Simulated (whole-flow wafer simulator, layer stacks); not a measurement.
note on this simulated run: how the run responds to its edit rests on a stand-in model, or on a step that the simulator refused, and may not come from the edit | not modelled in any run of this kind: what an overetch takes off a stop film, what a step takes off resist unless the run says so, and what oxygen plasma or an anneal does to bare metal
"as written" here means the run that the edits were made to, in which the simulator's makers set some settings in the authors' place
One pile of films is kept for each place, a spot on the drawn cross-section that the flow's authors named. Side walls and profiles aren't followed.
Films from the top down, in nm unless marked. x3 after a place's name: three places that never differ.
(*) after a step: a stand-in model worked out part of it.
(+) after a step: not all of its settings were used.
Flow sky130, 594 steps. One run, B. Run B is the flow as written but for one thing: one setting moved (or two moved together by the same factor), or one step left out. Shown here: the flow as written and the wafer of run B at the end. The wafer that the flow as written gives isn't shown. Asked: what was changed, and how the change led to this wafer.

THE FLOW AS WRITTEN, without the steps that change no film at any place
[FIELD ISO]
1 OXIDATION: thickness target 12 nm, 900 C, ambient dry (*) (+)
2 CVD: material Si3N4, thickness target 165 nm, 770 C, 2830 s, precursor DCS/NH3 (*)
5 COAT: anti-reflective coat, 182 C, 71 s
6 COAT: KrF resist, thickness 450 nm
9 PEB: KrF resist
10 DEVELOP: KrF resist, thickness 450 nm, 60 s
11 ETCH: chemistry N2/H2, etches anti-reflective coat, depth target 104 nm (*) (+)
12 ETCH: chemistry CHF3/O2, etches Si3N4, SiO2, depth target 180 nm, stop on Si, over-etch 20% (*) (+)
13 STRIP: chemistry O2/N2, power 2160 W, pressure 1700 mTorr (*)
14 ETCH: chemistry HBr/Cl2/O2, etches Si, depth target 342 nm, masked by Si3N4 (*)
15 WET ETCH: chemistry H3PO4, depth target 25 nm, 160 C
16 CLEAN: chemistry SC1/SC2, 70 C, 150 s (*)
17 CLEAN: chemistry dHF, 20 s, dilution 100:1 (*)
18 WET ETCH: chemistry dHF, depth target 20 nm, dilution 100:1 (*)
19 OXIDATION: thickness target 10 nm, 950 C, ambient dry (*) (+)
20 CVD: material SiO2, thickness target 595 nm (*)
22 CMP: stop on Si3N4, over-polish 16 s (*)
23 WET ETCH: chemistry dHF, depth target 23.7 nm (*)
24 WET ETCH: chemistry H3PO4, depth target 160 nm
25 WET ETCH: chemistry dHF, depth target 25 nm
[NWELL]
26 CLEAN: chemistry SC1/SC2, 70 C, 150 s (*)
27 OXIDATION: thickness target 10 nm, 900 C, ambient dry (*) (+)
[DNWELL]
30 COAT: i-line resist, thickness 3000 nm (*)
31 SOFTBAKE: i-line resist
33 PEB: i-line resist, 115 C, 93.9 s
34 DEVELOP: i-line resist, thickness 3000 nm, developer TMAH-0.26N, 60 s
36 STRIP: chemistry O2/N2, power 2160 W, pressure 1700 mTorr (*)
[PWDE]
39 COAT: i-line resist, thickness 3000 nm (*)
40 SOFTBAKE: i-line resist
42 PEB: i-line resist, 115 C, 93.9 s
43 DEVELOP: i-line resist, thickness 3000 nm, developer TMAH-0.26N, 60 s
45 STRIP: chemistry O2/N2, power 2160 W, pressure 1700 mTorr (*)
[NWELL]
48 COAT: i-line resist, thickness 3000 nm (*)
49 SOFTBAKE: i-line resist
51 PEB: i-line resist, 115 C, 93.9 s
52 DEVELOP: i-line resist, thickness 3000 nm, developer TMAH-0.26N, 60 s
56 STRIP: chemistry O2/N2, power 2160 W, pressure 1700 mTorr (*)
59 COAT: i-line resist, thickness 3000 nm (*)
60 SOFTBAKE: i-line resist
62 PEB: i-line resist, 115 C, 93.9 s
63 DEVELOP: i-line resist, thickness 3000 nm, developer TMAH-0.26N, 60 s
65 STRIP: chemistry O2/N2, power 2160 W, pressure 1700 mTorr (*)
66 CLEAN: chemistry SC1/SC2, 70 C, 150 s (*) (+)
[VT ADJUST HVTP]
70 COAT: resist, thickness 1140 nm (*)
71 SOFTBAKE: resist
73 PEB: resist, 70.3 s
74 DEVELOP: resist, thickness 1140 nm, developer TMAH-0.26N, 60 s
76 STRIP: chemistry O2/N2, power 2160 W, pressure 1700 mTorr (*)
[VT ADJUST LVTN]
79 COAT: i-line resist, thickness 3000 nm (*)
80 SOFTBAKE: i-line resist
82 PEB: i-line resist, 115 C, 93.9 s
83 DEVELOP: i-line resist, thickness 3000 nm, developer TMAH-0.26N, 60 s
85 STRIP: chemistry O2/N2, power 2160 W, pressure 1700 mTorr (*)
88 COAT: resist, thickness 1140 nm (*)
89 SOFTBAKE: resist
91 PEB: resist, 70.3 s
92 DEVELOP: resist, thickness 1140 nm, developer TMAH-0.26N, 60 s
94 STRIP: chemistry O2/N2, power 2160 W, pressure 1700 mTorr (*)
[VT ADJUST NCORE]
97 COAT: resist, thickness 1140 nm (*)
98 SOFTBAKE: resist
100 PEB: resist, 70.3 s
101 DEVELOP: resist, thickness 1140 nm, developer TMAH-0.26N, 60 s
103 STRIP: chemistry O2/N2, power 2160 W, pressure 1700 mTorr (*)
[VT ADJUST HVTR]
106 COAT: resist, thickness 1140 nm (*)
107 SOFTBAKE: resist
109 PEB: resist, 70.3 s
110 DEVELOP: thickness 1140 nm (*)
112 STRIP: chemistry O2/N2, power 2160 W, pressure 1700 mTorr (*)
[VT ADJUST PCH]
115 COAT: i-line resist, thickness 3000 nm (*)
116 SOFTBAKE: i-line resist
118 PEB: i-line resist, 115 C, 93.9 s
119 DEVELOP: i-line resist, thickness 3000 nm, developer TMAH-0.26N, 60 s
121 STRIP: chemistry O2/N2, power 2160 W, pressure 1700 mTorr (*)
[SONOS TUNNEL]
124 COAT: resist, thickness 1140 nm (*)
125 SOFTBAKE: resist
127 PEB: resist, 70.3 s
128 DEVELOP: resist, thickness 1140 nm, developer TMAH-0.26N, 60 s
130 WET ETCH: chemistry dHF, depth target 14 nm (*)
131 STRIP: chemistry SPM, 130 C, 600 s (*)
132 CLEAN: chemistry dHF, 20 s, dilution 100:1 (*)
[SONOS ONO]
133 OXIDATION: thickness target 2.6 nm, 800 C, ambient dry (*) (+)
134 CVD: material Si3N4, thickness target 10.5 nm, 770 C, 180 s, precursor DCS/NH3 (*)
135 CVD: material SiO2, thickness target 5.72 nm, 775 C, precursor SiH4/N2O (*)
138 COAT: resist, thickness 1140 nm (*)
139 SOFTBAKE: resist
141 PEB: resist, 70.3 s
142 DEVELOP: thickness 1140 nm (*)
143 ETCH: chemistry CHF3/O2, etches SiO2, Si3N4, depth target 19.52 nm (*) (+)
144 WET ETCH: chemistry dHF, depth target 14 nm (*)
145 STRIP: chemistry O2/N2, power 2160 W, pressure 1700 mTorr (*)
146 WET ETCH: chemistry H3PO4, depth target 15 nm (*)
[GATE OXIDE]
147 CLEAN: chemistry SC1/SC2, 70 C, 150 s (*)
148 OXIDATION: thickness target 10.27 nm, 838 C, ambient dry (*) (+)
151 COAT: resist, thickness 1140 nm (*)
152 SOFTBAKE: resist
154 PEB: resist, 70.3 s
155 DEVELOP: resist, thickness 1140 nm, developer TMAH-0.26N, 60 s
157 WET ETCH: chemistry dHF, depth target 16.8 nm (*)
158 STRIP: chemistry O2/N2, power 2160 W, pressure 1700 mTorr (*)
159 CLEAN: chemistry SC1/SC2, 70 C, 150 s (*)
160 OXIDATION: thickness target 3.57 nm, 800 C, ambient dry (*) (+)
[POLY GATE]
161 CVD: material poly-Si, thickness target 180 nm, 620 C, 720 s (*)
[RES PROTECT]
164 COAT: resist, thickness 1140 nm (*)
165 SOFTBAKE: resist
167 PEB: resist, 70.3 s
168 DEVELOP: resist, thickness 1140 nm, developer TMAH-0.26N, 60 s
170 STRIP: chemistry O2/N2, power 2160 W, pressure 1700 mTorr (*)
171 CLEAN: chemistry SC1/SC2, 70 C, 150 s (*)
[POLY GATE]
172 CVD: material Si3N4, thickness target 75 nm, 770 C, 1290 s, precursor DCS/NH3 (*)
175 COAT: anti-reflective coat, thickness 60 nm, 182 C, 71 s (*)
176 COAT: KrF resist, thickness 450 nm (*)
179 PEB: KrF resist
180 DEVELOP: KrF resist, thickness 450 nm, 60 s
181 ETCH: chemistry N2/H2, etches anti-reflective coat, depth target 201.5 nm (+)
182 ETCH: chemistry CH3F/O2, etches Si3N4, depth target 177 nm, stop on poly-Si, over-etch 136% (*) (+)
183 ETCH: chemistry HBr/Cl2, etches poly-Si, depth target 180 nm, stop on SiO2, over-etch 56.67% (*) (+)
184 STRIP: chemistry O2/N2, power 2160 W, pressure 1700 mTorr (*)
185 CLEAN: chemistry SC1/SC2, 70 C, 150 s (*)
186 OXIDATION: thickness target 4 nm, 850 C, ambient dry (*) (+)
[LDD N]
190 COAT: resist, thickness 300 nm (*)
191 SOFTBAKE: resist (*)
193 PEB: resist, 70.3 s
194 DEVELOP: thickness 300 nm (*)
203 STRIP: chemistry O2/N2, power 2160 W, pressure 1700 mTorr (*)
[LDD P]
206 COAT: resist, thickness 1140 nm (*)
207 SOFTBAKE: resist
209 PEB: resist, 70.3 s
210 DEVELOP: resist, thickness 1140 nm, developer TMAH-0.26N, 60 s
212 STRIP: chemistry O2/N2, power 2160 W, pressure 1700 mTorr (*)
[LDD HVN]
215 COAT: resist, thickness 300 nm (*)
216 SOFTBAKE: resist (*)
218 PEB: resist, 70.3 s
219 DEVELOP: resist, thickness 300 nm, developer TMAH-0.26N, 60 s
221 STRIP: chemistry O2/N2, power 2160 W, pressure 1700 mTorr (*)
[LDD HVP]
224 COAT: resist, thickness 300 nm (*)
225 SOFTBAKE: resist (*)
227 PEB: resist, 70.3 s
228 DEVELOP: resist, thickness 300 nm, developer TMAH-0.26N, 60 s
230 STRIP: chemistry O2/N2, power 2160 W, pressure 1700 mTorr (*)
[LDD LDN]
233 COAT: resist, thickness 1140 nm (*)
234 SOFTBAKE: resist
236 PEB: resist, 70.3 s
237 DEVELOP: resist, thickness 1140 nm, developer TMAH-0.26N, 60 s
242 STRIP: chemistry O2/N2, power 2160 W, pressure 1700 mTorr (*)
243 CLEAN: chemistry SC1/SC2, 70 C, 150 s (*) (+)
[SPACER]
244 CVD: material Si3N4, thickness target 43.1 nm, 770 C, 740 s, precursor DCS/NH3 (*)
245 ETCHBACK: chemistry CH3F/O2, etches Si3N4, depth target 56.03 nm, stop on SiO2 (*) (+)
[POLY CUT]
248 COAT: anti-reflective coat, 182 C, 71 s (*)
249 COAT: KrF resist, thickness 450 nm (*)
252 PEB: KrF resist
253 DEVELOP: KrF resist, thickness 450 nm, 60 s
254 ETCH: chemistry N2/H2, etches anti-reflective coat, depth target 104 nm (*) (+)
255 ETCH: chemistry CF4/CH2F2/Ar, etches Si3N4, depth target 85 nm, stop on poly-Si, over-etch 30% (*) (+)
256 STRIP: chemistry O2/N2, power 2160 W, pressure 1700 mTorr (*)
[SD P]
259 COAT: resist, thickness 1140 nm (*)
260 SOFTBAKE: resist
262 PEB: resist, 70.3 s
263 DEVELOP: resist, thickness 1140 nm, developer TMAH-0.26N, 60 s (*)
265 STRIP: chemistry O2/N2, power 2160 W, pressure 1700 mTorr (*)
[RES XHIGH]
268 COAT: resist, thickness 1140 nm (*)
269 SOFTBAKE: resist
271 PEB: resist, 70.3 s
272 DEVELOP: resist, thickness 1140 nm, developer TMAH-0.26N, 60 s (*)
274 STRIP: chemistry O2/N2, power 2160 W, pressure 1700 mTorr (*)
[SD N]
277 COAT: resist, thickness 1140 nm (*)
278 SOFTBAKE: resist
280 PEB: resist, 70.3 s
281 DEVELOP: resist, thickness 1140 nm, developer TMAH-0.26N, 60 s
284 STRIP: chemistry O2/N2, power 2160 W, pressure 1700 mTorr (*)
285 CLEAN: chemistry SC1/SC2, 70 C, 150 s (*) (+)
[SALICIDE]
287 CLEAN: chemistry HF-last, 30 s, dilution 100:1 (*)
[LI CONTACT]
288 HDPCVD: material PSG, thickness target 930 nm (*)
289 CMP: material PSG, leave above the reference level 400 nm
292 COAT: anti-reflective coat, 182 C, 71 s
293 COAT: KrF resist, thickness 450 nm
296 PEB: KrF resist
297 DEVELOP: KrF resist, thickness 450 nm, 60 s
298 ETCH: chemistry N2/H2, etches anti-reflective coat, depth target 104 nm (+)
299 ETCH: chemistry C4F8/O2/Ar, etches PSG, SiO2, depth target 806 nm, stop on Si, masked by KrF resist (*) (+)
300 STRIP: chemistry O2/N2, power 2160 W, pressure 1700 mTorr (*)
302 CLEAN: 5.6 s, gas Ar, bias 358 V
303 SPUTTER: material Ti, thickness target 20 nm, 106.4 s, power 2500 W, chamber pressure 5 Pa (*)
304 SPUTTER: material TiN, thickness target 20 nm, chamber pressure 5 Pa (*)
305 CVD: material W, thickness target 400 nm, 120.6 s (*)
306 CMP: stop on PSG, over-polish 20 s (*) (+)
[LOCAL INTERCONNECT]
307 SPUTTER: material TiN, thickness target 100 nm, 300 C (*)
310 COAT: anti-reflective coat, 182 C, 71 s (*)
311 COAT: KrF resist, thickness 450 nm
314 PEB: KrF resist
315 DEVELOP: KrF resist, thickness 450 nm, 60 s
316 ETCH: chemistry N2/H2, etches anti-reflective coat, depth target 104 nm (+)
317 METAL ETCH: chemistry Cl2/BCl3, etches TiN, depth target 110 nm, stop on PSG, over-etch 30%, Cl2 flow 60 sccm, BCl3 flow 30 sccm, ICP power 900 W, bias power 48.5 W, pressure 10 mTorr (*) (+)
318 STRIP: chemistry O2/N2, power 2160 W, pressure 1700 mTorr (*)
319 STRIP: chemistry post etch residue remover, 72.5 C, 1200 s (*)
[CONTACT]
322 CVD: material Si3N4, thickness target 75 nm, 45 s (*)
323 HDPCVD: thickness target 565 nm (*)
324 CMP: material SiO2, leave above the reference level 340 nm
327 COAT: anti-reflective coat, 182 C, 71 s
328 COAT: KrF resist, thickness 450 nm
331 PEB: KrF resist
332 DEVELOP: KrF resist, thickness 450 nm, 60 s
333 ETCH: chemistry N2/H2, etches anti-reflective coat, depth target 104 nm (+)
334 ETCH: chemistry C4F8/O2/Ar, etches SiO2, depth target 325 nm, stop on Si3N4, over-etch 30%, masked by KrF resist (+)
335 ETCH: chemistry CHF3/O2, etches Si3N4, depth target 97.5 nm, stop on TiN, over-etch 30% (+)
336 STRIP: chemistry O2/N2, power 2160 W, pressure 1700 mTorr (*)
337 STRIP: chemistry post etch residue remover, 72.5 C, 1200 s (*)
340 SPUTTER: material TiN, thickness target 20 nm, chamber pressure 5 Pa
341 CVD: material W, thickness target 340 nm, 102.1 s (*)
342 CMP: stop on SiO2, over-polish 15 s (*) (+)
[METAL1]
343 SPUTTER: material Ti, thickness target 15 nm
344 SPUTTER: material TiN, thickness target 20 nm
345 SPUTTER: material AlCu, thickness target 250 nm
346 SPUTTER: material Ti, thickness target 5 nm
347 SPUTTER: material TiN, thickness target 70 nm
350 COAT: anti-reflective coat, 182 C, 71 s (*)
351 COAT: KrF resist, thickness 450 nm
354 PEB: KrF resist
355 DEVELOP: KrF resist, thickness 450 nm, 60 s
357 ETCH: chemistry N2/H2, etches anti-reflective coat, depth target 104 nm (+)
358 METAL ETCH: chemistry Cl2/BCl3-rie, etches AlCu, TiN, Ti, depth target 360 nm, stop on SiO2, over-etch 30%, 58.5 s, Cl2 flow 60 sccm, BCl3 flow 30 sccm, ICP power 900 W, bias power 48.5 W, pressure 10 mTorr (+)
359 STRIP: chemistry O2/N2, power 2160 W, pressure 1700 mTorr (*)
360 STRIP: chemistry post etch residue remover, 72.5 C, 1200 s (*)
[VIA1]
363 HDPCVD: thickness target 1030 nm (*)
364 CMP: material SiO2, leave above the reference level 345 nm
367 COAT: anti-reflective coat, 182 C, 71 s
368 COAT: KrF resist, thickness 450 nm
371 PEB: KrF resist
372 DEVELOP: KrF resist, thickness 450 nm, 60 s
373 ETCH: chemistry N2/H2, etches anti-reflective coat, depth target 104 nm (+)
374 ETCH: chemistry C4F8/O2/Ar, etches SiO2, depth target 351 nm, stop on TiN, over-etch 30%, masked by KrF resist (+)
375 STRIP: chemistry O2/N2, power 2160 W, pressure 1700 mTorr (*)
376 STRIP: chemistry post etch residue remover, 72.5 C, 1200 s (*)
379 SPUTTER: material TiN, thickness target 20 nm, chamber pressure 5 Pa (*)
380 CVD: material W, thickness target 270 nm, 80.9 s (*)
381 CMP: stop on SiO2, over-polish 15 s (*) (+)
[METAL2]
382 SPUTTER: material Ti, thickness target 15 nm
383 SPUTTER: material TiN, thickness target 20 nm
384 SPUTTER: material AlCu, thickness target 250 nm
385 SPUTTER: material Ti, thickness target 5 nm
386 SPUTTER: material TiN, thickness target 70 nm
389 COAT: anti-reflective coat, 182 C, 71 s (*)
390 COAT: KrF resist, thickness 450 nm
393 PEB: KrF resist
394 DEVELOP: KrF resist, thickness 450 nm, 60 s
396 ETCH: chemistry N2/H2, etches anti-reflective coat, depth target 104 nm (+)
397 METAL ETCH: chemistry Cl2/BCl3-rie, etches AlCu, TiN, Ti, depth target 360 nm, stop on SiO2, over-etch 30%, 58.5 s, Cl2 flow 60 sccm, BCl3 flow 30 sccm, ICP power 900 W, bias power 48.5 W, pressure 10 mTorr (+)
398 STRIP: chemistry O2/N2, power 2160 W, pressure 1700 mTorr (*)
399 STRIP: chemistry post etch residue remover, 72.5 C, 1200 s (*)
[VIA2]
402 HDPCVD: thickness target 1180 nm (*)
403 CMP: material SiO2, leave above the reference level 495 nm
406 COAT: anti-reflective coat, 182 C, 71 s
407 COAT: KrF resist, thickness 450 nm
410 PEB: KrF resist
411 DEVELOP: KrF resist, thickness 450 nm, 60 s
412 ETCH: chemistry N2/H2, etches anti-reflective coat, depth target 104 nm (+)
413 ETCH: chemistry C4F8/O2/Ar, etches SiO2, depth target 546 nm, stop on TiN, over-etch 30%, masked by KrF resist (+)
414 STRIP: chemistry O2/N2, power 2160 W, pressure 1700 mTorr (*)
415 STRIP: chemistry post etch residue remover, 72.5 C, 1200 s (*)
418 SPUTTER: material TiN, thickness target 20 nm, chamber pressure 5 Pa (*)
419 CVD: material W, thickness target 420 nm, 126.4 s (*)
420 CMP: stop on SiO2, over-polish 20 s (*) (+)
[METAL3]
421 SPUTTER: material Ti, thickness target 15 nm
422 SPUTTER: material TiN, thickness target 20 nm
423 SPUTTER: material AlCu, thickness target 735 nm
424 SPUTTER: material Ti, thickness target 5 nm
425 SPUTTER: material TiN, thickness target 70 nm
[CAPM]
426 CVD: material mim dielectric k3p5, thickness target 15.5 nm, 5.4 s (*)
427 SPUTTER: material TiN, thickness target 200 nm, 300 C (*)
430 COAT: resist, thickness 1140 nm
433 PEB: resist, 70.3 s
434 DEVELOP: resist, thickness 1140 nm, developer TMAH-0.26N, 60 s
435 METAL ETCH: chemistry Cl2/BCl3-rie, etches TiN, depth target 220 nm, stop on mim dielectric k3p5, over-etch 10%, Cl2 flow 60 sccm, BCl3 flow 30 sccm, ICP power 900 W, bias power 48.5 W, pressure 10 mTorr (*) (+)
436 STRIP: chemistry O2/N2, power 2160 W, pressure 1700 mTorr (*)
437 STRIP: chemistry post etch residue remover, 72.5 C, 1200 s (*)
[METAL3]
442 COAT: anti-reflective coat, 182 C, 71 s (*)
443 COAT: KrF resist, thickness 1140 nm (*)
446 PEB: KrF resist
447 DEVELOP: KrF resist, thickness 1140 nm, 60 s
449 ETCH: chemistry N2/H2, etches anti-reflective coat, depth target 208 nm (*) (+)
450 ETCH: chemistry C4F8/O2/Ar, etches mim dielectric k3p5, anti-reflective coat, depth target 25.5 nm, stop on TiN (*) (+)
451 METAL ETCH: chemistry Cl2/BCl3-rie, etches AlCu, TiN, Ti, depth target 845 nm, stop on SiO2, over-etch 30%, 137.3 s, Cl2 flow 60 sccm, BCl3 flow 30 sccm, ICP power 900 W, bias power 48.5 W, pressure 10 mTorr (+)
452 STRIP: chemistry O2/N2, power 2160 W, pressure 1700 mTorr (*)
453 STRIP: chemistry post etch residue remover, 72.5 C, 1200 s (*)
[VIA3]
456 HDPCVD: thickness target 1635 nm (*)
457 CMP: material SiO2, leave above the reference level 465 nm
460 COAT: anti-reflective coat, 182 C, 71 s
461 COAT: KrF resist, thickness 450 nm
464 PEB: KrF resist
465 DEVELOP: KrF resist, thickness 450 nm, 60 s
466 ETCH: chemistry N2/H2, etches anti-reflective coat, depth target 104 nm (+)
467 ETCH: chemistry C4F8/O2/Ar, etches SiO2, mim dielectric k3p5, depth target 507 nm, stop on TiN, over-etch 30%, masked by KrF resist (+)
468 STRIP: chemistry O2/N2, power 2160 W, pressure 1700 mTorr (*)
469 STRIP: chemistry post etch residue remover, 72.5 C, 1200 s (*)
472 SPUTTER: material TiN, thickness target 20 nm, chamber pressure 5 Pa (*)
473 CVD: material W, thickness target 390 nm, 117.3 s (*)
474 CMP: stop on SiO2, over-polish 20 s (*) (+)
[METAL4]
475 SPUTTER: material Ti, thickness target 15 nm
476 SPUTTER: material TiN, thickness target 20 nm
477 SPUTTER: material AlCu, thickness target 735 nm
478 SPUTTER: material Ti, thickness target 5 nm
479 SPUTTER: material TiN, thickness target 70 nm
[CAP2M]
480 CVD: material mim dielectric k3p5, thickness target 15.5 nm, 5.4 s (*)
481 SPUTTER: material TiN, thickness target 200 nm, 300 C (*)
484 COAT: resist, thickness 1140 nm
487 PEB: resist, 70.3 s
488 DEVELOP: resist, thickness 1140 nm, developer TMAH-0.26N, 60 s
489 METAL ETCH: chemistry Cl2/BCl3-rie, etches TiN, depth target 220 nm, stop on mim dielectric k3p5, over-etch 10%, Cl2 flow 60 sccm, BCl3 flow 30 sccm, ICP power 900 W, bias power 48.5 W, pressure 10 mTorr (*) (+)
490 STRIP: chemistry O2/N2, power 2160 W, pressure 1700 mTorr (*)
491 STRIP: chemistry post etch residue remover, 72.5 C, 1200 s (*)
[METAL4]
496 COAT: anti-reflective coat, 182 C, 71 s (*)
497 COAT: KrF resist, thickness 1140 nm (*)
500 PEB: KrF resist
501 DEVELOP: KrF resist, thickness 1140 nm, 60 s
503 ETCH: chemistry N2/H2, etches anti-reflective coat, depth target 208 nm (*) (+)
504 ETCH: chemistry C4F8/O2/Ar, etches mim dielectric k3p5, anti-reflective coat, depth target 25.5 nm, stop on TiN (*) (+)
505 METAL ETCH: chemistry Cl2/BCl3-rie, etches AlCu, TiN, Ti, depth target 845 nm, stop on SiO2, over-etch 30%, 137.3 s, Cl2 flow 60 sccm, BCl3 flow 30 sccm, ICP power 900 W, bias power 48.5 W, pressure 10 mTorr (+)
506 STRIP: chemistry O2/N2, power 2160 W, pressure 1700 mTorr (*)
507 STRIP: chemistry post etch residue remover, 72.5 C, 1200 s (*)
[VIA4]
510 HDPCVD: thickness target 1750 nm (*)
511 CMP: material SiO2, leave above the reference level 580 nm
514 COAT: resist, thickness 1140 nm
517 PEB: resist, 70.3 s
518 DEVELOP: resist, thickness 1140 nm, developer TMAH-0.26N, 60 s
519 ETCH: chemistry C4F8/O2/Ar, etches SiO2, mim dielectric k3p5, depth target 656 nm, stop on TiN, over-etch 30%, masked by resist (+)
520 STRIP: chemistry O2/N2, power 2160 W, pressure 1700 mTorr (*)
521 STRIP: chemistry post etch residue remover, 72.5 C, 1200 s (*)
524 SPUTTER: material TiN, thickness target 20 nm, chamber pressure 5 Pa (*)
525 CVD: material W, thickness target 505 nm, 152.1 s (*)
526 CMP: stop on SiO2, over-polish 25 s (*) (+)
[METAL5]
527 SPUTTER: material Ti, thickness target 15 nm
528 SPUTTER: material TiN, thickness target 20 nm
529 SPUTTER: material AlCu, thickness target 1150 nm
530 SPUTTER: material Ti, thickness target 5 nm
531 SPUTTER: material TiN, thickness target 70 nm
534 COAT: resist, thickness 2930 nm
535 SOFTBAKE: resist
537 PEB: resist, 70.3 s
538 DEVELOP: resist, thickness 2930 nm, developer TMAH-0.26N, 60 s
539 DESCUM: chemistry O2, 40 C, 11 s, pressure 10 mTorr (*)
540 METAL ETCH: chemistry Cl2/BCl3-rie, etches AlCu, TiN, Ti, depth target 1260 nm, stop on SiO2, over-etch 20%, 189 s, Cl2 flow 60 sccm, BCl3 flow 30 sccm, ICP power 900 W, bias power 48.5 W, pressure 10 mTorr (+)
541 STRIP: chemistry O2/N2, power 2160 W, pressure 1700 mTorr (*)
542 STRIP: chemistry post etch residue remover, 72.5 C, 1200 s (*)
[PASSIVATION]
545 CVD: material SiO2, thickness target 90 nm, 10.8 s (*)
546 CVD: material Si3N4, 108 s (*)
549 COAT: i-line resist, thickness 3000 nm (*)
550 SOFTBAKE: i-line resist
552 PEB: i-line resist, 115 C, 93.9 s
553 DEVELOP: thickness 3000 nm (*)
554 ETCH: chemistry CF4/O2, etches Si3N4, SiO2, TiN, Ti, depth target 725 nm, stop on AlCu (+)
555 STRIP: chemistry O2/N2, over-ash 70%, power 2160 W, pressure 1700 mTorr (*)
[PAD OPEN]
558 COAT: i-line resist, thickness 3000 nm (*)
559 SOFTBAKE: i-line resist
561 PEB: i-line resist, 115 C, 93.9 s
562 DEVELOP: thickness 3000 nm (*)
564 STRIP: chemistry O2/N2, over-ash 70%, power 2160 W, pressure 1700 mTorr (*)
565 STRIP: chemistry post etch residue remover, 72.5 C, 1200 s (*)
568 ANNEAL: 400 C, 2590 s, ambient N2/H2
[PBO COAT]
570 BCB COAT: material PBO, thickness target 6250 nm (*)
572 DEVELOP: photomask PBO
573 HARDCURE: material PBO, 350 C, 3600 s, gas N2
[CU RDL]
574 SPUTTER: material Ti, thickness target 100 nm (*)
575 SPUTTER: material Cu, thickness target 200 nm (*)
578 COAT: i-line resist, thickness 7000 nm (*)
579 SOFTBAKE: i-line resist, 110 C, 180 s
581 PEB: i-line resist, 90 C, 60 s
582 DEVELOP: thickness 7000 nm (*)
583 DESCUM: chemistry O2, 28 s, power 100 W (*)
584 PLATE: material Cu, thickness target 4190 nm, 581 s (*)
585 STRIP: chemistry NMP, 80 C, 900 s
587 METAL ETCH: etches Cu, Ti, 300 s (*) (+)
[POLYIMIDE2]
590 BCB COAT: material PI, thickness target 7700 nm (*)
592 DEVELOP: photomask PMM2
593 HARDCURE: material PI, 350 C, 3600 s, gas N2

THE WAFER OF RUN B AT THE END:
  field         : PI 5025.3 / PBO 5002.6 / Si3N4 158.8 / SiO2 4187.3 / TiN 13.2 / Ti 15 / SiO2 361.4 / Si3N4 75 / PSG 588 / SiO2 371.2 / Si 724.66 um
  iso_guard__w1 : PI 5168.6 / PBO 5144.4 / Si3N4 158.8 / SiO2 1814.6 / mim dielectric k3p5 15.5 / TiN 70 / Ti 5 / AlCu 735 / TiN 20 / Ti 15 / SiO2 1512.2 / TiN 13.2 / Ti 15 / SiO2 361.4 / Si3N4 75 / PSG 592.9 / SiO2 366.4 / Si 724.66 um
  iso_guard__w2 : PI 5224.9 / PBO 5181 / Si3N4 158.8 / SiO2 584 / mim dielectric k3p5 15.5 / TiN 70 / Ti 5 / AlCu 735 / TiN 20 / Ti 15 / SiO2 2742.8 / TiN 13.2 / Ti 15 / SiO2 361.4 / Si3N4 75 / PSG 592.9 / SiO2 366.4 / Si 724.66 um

The cause: step 345, SPUTTER: thickness target 388 nm was run, where the flow has thickness target 250 nm.

How the change led to this, step by step:
  345 SPUTTER: material AlCu, thickness target 250 nm
      field, active, n_well and 188 more: AlCu +388 (new film) (as written it would be: AlCu +250 (new film))
  358 METAL ETCH: chemistry Cl2/BCl3-rie, etches AlCu, TiN, Ti, depth target 360 nm, stop on SiO2, over-etch 30%, 58.5 s, Cl2 flow 60 sccm, BCl3 flow 30 sccm, ICP power 900 W, bias power 48.5 W, pressure 10 mTorr (+)
      field, active, gate and 79 more: TiN -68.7 (all of it), Ti -5 (all of it), AlCu -388 (all of it), TiN -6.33 (as written it would be: TiN -68.7 (all of it), Ti -5 (all of it), AlCu -250 (all of it), TiN -20 (all of it), Ti -15 (all of it), SiO2 -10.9)
      rpo_hd, iso_guard_nsd_tip: TiN -68.7 (all of it), Ti -5 (all of it), AlCu -388 (all of it), TiN -6.34 (as written it would be: TiN -68.7 (all of it), Ti -5 (all of it), AlCu -250 (all of it), TiN -20 (all of it), Ti -15 (all of it), SiO2 -10.9)
  363 HDPCVD: thickness target 1030 nm (*)
      field, active, gate and 81 more: SiO2 +1030 (new film) (as written it would be: SiO2 +1030)
  364 CMP: material SiO2, leave above the reference level 345 nm
      field, active, gate and 81 more: SiO2 -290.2 (as written it would be: SiO2 -389.1)
Counting metal films that touch as one body, field has 1 body; the flow as written gives 0 bodies.
Counting metal films that touch as one body, iso_guard__w1 has 2 bodies (between them, from the top down: SiO2 1512.2); the flow as written gives 1 body.
Counting metal films that touch as one body, iso_guard__w2 has 2 bodies (between them, from the top down: SiO2 2742.8); the flow as written gives 1 body.
